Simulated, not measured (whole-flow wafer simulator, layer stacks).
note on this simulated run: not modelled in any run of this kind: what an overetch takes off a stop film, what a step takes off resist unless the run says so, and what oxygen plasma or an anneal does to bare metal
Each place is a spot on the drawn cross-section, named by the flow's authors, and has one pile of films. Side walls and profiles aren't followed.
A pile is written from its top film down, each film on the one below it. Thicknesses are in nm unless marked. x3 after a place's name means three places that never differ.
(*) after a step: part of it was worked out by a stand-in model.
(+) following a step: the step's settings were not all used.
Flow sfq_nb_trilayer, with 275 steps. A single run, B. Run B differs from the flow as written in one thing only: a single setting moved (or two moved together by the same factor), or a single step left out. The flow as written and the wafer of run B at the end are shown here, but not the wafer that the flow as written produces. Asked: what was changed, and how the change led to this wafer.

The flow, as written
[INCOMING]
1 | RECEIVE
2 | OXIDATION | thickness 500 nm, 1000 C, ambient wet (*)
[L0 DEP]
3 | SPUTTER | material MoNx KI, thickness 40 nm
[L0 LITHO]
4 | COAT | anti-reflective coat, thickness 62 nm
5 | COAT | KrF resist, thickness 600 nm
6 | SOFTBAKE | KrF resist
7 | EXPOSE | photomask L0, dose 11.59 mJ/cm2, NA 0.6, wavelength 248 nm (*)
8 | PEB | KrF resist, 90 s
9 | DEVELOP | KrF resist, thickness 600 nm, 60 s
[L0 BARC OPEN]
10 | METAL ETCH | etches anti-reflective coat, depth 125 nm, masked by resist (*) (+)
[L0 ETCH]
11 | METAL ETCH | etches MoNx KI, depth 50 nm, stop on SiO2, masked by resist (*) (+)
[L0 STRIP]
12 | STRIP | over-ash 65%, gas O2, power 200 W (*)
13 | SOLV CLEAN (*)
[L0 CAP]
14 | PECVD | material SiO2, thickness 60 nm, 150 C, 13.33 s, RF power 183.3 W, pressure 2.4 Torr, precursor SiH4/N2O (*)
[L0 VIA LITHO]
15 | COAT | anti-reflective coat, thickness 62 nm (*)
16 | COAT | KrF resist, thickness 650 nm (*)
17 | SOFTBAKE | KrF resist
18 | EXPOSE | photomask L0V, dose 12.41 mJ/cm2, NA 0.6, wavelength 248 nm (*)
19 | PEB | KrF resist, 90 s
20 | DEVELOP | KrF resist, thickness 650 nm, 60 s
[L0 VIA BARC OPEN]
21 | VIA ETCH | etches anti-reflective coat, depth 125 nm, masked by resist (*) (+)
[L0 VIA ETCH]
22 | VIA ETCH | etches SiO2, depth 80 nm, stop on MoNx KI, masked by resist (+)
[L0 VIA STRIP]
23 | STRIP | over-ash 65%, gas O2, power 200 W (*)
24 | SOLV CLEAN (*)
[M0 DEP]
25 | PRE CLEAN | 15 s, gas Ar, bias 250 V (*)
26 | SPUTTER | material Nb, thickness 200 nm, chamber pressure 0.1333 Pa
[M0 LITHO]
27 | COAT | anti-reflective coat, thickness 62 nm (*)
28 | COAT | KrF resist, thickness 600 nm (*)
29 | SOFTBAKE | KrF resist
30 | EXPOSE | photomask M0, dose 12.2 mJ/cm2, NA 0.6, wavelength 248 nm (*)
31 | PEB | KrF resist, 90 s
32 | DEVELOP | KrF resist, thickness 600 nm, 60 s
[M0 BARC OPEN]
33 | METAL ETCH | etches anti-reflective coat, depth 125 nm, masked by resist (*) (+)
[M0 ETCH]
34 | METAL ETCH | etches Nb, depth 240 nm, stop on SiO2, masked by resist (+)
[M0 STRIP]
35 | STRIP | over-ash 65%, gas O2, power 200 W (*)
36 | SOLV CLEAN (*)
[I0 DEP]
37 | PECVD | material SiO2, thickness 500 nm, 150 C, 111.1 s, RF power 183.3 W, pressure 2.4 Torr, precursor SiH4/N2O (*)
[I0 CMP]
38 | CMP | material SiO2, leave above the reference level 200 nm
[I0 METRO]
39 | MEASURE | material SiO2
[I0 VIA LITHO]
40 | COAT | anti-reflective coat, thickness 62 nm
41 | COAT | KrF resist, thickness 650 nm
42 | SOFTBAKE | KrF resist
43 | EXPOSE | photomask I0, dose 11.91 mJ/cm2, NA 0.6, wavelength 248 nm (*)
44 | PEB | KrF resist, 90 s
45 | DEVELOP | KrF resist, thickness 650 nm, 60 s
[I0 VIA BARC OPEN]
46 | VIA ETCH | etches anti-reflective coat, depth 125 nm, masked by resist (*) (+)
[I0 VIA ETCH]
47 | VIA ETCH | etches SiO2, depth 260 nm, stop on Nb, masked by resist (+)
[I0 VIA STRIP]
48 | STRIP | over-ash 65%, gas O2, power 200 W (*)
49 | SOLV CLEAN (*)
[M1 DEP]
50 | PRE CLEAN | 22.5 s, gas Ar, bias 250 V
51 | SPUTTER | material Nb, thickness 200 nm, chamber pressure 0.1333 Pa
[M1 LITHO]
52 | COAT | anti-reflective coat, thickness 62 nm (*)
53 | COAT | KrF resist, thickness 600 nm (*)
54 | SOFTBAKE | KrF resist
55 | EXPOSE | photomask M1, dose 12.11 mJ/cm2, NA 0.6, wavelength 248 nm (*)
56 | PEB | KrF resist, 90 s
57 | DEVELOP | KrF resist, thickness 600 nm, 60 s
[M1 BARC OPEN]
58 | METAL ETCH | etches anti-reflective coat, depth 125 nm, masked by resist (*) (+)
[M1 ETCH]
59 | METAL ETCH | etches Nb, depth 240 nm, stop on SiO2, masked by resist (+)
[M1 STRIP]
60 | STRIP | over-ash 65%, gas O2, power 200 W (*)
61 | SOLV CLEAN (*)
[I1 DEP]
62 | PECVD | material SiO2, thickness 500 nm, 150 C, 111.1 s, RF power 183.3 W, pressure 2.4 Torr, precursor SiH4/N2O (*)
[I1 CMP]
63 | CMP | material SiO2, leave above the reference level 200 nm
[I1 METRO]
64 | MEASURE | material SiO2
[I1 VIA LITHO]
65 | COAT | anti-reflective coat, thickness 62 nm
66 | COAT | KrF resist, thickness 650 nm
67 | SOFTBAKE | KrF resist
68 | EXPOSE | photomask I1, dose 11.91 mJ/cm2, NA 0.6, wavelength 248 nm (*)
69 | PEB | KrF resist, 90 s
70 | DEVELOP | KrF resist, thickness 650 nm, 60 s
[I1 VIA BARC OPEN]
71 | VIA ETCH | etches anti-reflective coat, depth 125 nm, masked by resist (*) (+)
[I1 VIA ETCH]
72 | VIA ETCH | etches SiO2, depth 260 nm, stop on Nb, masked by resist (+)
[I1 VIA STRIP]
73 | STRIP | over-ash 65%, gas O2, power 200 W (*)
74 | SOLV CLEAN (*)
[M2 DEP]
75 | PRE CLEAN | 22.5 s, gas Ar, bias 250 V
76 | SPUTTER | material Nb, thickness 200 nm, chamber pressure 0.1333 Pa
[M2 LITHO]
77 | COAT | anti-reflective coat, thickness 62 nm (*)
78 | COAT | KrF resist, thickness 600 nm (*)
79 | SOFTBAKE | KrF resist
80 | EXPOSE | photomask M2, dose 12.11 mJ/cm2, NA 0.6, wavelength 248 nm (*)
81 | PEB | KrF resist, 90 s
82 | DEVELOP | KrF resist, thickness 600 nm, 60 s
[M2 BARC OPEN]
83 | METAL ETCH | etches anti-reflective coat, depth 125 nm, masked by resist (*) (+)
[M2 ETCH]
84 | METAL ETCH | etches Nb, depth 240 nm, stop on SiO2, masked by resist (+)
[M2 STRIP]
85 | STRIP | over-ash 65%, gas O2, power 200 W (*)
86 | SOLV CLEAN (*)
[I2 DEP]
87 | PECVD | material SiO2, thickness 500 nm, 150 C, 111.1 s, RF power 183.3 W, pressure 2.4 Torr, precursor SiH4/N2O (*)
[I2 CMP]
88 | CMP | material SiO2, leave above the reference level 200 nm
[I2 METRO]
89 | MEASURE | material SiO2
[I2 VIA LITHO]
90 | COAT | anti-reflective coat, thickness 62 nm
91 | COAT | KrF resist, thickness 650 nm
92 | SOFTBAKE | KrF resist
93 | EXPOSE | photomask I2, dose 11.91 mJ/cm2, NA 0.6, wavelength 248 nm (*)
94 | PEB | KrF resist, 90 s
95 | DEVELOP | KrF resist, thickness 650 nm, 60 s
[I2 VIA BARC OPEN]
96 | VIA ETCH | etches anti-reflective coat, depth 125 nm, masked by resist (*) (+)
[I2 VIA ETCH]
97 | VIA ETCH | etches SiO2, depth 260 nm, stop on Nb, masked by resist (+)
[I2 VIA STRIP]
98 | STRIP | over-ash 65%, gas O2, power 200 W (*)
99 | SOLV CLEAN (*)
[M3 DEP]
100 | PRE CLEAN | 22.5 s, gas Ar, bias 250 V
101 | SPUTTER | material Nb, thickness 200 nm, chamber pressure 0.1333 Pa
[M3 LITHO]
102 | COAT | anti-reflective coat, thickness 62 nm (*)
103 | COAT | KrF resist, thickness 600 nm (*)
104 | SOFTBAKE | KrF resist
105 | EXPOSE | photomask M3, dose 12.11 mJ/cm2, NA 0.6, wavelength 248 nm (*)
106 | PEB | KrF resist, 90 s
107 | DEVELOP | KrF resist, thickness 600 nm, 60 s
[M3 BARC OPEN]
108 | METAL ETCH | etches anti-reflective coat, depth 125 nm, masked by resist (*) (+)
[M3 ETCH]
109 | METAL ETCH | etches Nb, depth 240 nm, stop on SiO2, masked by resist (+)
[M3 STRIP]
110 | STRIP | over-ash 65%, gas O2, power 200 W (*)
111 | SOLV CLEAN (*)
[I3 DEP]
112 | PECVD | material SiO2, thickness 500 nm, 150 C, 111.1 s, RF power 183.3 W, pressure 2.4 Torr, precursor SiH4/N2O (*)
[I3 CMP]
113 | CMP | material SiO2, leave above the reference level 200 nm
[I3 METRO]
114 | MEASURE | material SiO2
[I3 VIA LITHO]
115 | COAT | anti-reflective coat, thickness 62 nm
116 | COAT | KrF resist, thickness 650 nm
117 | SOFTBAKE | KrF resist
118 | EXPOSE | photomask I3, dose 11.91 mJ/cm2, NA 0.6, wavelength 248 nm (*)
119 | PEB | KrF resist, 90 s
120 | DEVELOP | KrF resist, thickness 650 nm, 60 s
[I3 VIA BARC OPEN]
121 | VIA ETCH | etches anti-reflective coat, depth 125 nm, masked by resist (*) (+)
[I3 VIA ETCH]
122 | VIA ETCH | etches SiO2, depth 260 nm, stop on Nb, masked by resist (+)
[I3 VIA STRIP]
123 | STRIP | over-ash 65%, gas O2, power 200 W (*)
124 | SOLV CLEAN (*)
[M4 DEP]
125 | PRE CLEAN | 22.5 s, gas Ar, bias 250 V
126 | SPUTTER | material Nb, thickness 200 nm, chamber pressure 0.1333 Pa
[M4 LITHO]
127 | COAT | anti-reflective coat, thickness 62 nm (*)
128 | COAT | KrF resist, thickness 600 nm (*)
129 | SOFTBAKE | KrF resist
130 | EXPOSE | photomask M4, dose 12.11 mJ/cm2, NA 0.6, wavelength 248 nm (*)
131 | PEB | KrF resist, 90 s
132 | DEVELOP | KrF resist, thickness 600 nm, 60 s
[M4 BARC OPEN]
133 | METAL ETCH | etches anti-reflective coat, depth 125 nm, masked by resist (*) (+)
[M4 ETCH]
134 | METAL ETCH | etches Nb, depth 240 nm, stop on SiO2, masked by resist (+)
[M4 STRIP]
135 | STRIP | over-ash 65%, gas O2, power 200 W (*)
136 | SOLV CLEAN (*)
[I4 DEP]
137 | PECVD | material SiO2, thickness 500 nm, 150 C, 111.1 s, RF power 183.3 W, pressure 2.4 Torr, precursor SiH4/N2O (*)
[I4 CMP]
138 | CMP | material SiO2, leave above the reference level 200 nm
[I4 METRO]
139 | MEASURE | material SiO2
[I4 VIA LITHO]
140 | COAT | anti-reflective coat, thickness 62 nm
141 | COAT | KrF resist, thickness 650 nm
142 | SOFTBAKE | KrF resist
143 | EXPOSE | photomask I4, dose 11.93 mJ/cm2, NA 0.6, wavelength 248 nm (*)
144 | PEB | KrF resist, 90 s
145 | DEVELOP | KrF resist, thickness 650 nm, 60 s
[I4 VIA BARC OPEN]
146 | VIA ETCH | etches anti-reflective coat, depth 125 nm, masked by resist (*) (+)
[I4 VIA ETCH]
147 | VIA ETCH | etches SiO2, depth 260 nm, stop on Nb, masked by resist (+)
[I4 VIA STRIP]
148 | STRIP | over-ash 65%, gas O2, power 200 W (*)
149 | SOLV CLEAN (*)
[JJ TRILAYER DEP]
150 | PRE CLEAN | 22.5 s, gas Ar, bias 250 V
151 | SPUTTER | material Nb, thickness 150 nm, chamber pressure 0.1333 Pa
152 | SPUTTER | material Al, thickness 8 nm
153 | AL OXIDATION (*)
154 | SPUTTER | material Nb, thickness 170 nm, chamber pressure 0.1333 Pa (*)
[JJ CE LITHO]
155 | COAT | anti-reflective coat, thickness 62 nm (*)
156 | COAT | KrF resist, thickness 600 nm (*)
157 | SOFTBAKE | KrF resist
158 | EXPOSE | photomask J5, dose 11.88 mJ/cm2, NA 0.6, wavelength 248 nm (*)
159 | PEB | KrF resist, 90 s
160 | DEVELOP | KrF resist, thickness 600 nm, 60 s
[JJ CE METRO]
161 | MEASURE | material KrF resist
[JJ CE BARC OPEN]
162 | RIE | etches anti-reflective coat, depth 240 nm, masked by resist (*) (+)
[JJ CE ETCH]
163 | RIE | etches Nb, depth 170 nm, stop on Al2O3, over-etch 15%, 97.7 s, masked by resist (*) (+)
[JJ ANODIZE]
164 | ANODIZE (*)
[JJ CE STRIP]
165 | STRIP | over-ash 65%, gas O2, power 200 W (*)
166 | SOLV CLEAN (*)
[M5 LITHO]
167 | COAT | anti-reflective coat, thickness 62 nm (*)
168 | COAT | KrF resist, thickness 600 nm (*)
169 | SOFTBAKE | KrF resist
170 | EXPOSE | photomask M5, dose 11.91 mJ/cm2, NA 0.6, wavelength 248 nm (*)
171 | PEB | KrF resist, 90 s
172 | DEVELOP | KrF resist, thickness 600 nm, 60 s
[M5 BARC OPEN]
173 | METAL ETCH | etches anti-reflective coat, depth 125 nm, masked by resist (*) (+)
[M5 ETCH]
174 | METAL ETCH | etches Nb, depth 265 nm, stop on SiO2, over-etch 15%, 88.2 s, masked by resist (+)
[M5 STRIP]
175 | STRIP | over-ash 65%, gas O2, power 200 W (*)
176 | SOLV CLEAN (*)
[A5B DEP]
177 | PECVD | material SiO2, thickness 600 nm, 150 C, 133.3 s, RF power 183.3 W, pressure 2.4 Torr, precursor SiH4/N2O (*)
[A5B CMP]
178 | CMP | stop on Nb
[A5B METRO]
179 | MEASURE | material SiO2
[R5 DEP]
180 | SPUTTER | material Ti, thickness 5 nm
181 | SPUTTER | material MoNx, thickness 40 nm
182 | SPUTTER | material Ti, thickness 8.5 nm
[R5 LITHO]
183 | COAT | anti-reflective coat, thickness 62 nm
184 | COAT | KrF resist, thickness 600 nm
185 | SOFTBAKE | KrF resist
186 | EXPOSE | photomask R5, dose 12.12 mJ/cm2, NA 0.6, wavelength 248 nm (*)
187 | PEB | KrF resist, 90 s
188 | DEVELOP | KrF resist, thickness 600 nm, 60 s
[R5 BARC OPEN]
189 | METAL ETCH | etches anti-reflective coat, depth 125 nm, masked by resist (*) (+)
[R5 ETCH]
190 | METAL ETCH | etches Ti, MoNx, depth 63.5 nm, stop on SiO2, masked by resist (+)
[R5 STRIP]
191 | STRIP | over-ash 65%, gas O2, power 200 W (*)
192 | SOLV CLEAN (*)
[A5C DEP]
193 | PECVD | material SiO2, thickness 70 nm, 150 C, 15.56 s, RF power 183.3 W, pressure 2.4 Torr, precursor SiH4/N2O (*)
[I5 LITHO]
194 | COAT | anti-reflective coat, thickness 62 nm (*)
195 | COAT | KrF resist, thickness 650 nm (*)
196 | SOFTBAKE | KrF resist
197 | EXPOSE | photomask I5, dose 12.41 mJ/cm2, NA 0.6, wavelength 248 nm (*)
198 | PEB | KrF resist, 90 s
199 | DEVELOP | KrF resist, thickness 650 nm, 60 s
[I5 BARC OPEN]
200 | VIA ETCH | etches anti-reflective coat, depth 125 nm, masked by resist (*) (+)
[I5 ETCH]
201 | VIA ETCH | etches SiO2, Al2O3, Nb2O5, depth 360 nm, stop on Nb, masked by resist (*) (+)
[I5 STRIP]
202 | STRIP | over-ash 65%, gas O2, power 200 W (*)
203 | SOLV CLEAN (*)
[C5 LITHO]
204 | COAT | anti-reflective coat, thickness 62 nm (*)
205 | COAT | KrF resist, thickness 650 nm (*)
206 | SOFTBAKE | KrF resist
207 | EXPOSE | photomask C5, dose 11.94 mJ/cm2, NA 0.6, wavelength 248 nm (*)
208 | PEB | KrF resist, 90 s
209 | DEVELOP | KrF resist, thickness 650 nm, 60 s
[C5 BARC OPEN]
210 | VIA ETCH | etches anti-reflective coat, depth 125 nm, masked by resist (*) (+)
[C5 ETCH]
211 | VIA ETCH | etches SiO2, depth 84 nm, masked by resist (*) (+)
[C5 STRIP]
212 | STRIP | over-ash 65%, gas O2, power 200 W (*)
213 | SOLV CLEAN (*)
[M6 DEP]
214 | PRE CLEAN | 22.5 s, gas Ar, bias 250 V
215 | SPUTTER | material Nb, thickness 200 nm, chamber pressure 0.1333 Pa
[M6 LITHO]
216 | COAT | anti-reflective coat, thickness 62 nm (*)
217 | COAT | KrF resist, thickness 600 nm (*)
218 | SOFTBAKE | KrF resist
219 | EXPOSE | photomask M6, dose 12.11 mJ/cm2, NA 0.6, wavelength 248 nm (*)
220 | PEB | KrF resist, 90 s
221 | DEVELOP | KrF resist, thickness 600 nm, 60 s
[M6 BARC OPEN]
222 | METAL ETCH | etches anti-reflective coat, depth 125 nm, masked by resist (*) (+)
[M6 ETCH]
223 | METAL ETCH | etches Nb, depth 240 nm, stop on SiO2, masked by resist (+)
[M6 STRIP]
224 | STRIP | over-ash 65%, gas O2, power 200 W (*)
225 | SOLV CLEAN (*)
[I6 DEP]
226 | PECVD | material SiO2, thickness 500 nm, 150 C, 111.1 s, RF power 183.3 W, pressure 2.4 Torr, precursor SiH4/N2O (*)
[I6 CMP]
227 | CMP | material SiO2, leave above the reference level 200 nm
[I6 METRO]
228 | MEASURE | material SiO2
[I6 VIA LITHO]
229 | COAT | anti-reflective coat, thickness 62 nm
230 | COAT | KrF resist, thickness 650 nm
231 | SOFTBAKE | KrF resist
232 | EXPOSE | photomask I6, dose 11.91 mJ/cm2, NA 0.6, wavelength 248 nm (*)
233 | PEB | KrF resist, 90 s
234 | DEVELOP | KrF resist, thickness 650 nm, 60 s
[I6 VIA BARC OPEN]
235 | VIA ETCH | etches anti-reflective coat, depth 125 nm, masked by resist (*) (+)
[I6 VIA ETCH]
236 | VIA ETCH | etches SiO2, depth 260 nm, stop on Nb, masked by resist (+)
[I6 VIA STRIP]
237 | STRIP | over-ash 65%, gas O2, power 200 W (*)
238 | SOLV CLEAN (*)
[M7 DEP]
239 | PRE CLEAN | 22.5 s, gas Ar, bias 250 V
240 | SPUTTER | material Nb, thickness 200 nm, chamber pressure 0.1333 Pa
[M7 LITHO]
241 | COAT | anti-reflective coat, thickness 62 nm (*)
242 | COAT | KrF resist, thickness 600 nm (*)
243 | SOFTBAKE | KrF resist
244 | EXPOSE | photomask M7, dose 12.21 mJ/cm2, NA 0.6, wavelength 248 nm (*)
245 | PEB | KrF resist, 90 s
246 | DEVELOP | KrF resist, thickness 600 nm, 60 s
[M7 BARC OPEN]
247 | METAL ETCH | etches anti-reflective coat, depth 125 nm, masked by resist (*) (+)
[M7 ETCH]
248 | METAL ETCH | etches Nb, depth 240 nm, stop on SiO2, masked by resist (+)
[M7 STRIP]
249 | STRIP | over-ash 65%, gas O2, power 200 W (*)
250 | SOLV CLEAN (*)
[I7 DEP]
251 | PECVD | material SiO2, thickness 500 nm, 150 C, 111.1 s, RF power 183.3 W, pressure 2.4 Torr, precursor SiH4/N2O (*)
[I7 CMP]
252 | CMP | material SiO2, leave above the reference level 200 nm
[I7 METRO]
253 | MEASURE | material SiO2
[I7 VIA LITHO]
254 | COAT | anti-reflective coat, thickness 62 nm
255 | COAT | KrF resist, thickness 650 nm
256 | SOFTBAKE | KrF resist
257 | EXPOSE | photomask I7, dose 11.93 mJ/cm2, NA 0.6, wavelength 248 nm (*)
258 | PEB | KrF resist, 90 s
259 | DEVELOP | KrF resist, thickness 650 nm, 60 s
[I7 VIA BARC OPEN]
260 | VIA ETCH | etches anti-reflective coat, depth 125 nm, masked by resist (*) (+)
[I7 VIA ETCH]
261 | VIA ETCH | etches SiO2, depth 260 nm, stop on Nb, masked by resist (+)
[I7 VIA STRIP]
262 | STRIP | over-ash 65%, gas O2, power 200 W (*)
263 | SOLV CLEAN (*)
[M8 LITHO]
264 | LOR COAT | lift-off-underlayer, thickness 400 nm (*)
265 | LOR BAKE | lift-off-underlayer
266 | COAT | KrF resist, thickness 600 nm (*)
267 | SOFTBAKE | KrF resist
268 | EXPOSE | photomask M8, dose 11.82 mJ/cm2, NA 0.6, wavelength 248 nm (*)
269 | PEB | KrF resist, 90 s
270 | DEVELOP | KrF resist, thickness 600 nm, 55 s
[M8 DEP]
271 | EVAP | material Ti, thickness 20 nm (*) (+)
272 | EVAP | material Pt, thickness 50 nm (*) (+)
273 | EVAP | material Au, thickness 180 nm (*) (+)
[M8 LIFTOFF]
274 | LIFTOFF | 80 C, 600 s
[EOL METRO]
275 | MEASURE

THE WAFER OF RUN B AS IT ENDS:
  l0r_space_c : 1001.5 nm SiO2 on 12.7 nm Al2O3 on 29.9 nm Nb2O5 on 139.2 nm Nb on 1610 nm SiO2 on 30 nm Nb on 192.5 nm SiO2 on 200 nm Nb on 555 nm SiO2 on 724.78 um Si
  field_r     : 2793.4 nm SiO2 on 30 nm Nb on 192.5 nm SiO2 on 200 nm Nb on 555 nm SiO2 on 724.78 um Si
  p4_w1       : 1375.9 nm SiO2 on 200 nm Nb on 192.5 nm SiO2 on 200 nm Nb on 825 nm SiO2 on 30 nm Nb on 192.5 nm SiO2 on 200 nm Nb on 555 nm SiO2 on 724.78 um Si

What caused this: step 51, SPUTTER: thickness 270 nm was run, whereas the flow has thickness 200 nm.

The path from the change to this, step by step:
  51 | SPUTTER | material Nb, thickness 200 nm, chamber pressure 0.1333 Pa
      field_l, v_sur, via_wl and 102 more: Nb gains 270 (new film) (in the flow as written it would be: Nb gains 200 (new film))
      via_w: Nb gains 236.5 (in the flow as written it would be: Nb gains 174.5)
  52 | COAT | anti-reflective coat, thickness 62 nm (*)
      via_wr: anti-reflective coat gains 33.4 (new film) (in the flow as written it would be: anti-reflective coat gains 34.9 (new film))
  59 | METAL ETCH | etches Nb, depth 240 nm, stop on SiO2, masked by resist (+)
      field_l, be, be_sur and 79 more: Nb loses 240 (in the flow as written it would be: Nb loses 200 (all of it))
  60 | STRIP | over-ash 65%, gas O2, power 200 W (*)
      via_wr: KrF resist loses 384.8 (all of it), anti-reflective coat loses 33.4 (all of it) (in the flow as written it would be: KrF resist loses 384.4 (all of it), anti-reflective coat loses 34.9 (all of it))
  62 | PECVD | material SiO2, thickness 500 nm, 150 C, 111.1 s, RF power 183.3 W, pressure 2.4 Torr, precursor SiH4/N2O (*)
      field_l, be, be_sur and 72 more: SiO2 gains 500 (new film) (in the flow as written it would be: SiO2 gains 500)
      lsp_m, ln_m6, lsp_r, l0_sur, l0v: SiO2 gains 493.9 (new film) (in the flow as written it would be: SiO2 gains 494.9)
      (and at 3 other places as well)
  63 | CMP | material SiO2, leave above the reference level 200 nm
      field_l, be, be_sur and 72 more: SiO2 loses 60 (in the flow as written it would be: SiO2 loses 100)
      lsp_m, ln_m6, lsp_r, l0_sur, l0v: SiO2 loses 53.9 (in the flow as written it would be: SiO2 loses 94.9)
      (and at 1 other place as well)
If metal films that touch count as one body, l0r_space_c has 3 bodies (between them, from the top down: SiO2 1610; SiO2 192.5); the flow as written gives 2 bodies (between them, from the top down: SiO2 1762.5).
If metal films that touch count as one body, field_r has 2 bodies (between them, from the top down: SiO2 192.5); the flow as written gives 1 body.
If metal films that touch count as one body, p4_w1 has 4 bodies (between them, from the top down: SiO2 192.5; SiO2 825; SiO2 192.5); the flow as written gives 3 bodies (between them, from the top down: SiO2 192.5; SiO2 977.5).
